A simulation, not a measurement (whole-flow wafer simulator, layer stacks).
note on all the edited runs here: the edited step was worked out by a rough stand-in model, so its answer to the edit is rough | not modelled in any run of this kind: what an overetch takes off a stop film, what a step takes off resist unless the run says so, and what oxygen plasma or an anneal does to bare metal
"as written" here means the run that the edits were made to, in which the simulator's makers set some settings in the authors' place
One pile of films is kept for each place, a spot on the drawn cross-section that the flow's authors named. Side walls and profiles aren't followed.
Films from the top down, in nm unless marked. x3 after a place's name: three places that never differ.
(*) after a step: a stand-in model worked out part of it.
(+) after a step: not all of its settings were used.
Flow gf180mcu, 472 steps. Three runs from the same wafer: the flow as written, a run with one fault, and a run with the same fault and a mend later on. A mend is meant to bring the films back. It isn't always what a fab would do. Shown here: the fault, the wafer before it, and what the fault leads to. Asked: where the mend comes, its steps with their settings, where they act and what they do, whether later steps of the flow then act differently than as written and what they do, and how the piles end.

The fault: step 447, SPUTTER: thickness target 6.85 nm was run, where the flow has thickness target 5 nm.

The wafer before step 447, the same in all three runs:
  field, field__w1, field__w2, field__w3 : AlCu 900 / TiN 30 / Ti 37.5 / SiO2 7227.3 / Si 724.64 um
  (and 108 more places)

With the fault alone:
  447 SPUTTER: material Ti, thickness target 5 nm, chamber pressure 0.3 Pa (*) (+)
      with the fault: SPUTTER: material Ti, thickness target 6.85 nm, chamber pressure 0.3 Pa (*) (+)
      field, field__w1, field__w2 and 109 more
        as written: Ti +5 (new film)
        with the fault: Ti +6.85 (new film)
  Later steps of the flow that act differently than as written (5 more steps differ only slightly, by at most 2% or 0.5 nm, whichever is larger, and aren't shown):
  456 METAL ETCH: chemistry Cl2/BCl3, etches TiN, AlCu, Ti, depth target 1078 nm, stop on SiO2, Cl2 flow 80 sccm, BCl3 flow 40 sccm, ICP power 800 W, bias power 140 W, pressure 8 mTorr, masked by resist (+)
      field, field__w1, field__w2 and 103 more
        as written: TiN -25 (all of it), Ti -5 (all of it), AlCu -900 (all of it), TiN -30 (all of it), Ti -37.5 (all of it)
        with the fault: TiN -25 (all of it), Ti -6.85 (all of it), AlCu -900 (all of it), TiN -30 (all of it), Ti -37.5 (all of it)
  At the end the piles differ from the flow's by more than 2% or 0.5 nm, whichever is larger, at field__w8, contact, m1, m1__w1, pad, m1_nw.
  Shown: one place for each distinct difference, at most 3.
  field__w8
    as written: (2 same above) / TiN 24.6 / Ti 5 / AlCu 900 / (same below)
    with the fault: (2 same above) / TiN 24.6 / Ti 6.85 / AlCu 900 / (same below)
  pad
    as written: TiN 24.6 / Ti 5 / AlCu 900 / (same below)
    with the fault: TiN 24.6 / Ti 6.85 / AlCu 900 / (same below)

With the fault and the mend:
  The mend comes after step 447.
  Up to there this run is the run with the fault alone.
  447a METAL ETCH: chemistry Cl2/BCl3, etches TiN, AlCu, Ti, depth target 1.85 nm, Cl2 flow 80 sccm, BCl3 flow 40 sccm, ICP power 800 W, bias power 140 W, pressure 8 mTorr (the flow's step 260 once more, with other settings)
      field, field__w1, field__w2 and 109 more
        Ti -1.85
  No later step of the flow acts differently than as written at any place that is followed.
  At the end the piles are the same as the flow's at every place that both follow.
